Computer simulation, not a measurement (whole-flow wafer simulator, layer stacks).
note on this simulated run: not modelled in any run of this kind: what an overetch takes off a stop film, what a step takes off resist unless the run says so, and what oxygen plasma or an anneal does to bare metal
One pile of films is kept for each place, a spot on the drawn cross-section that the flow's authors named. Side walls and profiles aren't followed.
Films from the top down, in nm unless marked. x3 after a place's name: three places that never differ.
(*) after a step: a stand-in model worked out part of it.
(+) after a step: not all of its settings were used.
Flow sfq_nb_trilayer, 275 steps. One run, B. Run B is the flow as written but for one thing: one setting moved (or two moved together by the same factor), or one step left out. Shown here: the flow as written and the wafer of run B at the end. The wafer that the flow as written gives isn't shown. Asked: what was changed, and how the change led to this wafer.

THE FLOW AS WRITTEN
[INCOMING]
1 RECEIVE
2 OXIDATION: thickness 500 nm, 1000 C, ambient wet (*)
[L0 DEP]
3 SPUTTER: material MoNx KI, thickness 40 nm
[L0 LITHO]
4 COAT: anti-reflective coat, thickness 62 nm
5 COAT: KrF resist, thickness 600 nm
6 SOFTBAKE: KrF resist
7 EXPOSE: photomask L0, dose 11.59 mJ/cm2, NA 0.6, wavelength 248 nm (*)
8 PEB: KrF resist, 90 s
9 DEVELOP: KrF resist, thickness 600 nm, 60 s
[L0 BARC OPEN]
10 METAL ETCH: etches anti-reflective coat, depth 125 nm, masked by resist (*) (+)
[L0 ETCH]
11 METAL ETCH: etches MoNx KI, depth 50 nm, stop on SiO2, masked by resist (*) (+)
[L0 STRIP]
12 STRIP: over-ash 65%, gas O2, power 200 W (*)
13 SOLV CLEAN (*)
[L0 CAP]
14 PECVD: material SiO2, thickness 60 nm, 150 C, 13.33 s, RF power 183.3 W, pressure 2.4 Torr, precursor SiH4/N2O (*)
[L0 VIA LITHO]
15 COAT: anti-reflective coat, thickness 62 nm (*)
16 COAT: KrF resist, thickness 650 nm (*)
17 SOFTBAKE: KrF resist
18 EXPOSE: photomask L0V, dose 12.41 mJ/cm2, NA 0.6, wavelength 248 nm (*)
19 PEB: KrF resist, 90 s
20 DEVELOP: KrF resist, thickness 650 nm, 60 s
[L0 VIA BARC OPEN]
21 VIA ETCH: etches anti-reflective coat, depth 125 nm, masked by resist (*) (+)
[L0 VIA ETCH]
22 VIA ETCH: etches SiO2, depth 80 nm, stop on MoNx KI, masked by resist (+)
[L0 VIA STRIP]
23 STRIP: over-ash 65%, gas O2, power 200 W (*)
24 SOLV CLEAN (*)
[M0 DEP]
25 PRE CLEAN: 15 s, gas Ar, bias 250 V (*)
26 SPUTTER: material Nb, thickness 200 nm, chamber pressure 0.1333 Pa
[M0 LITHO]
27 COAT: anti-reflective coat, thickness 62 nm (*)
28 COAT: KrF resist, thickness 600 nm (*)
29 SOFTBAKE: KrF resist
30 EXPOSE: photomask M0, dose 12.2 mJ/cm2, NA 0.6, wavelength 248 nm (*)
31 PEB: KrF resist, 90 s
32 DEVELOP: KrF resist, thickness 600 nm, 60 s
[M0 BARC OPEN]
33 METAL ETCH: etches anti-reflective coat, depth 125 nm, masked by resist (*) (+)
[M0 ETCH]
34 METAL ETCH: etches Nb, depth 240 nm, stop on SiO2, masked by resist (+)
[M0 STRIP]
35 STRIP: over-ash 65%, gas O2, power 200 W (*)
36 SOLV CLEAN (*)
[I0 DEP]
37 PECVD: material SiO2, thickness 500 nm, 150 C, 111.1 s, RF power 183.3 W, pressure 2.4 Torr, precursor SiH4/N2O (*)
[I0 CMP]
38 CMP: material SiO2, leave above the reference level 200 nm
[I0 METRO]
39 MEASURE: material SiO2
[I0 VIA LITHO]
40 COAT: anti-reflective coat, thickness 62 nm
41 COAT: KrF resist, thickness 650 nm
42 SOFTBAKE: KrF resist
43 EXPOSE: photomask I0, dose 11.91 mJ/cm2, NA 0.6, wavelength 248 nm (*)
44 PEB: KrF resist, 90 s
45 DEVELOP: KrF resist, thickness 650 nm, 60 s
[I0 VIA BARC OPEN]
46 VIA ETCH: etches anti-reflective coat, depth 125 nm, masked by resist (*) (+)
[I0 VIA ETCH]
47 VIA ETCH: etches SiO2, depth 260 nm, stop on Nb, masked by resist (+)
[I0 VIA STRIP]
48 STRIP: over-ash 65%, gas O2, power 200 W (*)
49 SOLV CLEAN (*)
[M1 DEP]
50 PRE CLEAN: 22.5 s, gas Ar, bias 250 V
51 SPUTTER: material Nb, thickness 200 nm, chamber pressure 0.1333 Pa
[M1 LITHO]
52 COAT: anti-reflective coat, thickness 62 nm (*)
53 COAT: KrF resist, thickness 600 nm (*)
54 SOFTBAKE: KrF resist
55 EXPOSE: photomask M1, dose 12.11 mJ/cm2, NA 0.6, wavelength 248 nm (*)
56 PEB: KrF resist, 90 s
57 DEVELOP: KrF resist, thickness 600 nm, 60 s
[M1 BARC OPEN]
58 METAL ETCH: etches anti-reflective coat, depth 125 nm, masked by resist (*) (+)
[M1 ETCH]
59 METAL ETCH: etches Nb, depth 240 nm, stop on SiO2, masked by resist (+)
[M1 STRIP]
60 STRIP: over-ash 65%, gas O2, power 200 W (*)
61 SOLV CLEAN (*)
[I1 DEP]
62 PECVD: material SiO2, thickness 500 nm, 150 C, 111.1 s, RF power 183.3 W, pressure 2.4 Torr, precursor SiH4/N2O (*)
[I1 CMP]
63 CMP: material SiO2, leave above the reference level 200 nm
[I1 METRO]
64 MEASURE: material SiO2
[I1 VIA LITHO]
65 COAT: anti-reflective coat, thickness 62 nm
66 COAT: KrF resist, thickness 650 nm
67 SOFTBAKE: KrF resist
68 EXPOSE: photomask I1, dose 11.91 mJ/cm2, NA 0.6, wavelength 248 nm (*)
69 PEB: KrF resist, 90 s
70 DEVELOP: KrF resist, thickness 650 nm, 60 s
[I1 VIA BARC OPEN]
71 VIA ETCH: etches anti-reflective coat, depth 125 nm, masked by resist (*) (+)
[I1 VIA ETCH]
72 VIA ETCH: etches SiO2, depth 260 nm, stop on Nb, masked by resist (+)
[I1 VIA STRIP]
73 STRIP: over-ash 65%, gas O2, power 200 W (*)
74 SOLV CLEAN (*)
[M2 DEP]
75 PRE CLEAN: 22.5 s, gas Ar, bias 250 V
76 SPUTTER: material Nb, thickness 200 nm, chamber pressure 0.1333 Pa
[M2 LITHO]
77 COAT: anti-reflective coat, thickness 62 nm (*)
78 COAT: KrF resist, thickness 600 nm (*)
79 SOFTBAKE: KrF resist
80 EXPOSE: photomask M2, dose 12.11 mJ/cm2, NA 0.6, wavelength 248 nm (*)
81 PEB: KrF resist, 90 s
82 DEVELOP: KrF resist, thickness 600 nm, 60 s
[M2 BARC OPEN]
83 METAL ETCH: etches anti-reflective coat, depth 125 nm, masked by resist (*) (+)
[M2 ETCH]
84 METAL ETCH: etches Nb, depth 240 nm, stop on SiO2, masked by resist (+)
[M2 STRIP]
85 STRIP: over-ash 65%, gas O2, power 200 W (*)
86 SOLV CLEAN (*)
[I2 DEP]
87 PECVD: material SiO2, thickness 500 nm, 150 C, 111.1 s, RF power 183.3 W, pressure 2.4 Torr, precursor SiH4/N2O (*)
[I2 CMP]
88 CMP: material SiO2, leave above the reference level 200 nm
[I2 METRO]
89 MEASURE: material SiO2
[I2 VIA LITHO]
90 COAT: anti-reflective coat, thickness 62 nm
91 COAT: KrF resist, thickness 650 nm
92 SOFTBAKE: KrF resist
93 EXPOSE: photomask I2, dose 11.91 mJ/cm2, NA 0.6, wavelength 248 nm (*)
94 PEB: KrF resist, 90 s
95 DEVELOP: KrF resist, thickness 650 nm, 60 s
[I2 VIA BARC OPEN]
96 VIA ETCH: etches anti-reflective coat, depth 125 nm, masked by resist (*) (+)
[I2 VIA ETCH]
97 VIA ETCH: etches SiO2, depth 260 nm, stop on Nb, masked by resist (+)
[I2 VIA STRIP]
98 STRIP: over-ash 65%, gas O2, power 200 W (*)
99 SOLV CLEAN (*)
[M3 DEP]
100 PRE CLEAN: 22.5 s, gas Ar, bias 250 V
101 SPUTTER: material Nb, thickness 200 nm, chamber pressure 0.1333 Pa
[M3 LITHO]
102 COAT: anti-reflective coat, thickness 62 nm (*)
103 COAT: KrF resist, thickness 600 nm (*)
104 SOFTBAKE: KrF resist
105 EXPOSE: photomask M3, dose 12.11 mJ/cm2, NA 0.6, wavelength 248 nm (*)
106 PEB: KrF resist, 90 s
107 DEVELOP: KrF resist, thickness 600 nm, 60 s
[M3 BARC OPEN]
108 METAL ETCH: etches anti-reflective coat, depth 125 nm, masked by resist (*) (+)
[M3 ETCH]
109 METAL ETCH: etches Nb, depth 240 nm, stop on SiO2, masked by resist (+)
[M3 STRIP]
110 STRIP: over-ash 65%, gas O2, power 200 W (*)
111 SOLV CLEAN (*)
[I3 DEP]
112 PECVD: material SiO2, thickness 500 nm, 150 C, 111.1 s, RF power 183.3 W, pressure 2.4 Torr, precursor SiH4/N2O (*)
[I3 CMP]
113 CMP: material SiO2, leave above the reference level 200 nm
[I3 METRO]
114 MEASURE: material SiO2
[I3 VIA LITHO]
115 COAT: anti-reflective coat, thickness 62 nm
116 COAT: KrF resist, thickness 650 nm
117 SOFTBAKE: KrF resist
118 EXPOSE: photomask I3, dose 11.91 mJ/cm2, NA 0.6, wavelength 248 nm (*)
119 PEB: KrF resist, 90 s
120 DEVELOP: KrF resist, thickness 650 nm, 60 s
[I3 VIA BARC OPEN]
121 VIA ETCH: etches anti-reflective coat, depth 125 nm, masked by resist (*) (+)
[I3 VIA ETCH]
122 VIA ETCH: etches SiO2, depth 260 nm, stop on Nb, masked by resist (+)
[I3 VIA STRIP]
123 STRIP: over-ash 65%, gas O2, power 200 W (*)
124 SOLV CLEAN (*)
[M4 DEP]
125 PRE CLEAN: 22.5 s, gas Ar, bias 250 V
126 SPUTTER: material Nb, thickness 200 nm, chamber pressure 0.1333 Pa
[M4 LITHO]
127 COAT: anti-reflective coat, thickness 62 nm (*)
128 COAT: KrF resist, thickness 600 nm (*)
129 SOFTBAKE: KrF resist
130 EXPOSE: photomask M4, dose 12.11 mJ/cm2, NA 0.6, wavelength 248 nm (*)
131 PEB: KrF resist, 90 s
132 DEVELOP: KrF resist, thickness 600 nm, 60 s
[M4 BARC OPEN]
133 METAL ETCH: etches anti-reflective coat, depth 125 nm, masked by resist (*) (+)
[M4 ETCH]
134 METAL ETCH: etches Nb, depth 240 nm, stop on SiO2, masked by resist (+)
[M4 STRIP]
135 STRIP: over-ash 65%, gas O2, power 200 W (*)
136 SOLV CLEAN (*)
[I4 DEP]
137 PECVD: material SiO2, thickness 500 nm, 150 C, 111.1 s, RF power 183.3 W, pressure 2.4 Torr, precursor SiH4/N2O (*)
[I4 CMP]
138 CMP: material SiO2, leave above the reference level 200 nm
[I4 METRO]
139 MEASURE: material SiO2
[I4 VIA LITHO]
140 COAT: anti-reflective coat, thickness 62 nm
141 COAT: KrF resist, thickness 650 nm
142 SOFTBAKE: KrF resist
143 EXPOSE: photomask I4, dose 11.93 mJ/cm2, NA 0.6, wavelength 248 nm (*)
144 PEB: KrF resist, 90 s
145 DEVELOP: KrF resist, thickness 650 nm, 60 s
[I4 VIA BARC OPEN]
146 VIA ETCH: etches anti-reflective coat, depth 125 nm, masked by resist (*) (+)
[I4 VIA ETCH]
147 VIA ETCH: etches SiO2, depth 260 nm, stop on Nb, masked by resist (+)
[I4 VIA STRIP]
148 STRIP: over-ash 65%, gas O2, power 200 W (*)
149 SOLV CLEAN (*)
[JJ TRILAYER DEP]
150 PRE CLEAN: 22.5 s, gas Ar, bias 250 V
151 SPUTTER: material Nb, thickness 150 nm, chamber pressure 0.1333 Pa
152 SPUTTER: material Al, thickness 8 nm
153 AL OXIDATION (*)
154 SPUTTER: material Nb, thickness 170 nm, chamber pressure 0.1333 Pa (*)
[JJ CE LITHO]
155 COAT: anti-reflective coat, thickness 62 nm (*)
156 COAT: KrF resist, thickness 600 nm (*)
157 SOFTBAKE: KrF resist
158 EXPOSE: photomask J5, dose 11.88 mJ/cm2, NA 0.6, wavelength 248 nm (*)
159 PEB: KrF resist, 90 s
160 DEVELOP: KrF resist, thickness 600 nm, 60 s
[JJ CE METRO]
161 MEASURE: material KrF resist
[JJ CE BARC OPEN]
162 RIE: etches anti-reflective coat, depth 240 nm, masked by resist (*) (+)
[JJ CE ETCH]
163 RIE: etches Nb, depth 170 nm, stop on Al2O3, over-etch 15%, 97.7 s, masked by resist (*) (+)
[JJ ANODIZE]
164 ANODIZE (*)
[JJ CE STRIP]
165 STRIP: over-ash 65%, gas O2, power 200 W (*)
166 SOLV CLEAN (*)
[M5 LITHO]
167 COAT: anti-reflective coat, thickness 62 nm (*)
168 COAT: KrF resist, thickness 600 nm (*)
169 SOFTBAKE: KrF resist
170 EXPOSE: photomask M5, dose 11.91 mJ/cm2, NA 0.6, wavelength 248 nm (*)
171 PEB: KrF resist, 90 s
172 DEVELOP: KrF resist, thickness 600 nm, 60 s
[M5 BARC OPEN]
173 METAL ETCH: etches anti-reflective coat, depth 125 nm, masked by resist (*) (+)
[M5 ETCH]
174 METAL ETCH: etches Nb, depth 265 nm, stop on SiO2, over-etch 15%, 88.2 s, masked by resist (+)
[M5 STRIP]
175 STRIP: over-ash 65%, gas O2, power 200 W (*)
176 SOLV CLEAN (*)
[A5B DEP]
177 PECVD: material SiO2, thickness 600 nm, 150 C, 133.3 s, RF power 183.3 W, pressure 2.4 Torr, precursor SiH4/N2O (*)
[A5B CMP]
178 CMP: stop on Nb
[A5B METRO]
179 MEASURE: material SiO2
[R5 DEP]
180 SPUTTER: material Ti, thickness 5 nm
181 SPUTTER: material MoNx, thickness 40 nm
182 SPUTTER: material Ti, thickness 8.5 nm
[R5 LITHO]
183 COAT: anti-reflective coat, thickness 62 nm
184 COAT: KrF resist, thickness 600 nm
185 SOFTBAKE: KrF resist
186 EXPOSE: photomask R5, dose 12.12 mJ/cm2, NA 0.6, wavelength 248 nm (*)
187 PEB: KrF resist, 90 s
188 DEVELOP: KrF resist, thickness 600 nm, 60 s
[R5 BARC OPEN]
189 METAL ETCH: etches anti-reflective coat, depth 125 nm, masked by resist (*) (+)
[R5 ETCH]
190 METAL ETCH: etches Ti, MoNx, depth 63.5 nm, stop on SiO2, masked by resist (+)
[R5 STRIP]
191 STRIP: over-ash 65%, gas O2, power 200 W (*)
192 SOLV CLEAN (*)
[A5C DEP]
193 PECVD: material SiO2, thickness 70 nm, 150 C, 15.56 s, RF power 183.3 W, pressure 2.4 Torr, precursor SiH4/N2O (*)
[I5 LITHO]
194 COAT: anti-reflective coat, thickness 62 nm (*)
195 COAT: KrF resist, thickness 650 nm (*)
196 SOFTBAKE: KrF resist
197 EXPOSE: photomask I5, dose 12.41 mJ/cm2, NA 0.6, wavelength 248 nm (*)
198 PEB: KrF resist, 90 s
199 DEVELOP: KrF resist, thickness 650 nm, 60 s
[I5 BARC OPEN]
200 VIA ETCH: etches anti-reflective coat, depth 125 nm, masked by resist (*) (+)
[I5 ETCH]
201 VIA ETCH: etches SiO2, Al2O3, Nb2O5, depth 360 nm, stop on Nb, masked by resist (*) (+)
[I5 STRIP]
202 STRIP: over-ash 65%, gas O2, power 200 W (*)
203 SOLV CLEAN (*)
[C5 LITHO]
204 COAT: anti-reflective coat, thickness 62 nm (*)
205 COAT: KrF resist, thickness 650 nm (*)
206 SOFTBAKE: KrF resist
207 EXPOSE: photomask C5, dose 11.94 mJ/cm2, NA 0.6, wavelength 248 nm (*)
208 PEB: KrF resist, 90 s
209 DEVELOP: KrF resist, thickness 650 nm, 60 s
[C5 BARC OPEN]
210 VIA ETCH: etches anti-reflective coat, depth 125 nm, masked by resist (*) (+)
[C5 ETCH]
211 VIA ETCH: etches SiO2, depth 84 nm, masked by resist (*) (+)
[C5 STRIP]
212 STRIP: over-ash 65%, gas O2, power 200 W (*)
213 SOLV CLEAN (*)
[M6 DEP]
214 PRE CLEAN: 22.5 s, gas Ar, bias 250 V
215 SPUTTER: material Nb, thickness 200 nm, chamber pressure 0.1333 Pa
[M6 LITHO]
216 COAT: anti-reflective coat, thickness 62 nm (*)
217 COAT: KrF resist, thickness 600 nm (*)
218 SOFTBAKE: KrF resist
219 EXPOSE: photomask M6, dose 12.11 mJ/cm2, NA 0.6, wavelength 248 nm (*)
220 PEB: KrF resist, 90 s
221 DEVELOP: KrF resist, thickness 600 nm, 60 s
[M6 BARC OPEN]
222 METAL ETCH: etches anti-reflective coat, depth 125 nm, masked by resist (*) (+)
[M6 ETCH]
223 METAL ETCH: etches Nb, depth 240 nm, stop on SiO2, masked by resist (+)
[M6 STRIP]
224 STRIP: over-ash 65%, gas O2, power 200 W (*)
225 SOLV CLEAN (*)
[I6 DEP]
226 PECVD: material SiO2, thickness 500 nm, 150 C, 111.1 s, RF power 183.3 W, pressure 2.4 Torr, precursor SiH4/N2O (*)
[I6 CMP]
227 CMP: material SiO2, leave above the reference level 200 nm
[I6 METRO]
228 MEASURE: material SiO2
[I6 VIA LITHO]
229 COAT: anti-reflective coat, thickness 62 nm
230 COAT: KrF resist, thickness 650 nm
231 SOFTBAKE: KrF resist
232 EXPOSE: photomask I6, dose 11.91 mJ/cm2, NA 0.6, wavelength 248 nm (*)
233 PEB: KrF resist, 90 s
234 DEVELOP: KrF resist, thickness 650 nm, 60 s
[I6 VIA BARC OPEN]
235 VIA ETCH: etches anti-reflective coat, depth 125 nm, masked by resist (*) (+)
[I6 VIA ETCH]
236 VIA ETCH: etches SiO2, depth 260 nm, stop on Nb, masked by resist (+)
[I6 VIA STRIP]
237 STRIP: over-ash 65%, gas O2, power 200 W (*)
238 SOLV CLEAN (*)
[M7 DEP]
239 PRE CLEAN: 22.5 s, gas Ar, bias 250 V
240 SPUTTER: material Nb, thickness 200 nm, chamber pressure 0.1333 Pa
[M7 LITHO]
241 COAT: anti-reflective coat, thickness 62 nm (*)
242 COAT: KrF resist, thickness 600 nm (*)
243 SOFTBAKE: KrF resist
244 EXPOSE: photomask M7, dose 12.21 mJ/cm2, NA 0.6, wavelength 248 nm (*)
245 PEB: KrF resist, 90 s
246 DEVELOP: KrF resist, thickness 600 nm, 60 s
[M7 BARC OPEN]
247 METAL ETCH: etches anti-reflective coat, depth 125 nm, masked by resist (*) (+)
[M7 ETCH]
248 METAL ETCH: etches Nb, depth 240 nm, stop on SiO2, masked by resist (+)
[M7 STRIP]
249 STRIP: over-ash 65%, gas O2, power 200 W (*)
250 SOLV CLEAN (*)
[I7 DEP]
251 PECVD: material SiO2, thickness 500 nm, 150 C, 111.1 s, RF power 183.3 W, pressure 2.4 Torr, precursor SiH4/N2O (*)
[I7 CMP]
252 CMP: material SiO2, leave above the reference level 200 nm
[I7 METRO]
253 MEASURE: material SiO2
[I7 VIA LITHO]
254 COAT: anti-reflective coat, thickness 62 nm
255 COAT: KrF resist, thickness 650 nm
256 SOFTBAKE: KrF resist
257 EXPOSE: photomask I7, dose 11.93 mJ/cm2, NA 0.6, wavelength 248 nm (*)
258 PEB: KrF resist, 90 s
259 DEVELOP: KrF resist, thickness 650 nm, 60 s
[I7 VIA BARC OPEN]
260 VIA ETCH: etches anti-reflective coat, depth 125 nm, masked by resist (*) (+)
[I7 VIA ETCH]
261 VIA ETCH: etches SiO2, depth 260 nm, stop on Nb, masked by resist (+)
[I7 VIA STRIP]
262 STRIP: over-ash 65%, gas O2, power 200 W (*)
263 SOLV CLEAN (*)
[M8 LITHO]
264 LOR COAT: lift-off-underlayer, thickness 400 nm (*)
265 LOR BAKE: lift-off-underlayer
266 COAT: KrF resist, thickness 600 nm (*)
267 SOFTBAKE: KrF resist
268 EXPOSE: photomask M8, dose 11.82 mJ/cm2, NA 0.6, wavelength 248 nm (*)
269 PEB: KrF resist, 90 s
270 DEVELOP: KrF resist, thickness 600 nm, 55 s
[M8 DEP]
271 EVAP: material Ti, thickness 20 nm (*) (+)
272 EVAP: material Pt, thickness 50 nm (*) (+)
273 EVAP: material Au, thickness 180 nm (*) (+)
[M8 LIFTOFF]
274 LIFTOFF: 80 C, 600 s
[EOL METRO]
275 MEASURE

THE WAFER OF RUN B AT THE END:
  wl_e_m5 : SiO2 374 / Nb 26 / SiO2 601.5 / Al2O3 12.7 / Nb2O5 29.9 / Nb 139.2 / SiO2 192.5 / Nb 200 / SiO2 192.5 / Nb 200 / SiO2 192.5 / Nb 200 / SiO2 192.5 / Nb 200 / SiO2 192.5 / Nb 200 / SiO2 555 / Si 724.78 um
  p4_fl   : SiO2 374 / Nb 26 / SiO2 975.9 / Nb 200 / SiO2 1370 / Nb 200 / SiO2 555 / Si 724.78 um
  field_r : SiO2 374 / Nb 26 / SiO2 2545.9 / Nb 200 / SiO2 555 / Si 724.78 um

The cause: step 248, METAL ETCH: depth 174 nm was run, where the flow has depth 240 nm.

How the change led to this, step by step:
  248 METAL ETCH: etches Nb, depth 240 nm, stop on SiO2, masked by resist (+)
      field_l, field_r, lsp_l and 62 more: Nb -174 (as written it would be: Nb -200 (all of it))
      v_sur, via_wl, via_w and 38 more: KrF resist -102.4 (as written it would be: KrF resist -141.2)
  249 STRIP: over-ash 65%, gas O2, power 200 W (*)
      wl_j_sl, wl_jj, wl_j_sr and 14 more: KrF resist -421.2 (all of it), anti-reflective coat -62 (all of it) (as written it would be: KrF resist -382.4 (all of it), anti-reflective coat -62 (all of it))
      ln_m5, lsp_m: KrF resist -420.7 (all of it), anti-reflective coat -61.8 (all of it) (as written it would be: KrF resist -381.9 (all of it), anti-reflective coat -61.8 (all of it))
      (and at 22 more places)
  251 PECVD: material SiO2, thickness 500 nm, 150 C, 111.1 s, RF power 183.3 W, pressure 2.4 Torr, precursor SiH4/N2O (*)
      field_l, p4_fl, p4_fm and 56 more: SiO2 +500 (new film) (as written it would be: SiO2 +500)
      field_r, lsp_l: SiO2 +480.6 (new film) (as written it would be: SiO2 +477.7)
      (and at 4 more places)
  252 CMP: material SiO2, leave above the reference level 200 nm
      field_l, p4_fl, p4_fm and 56 more: SiO2 -126 (as written it would be: SiO2 -100)
      field_r, lsp_l: SiO2 -106.6 (as written it would be: SiO2 -77.7)
      (and at 2 more places)
Counting metal films that touch as one body, wl_e_m5 has 7 bodies (between them, from the top down: SiO2 601.5 / Al2O3 12.7 / Nb2O5 29.9; SiO2 192.5; SiO2 192.5; SiO2 192.5; SiO2 192.5; SiO2 192.5); the flow as written gives 6 bodies (between them, from the top down: SiO2 192.5; SiO2 192.5; SiO2 192.5; SiO2 192.5; SiO2 192.5).
Counting metal films that touch as one body, p4_fl has 3 bodies (between them, from the top down: SiO2 975.9; SiO2 1370); the flow as written gives 2 bodies (between them, from the top down: SiO2 1370).
Counting metal films that touch as one body, field_r has 2 bodies (between them, from the top down: SiO2 2545.9); the flow as written gives 1 body.
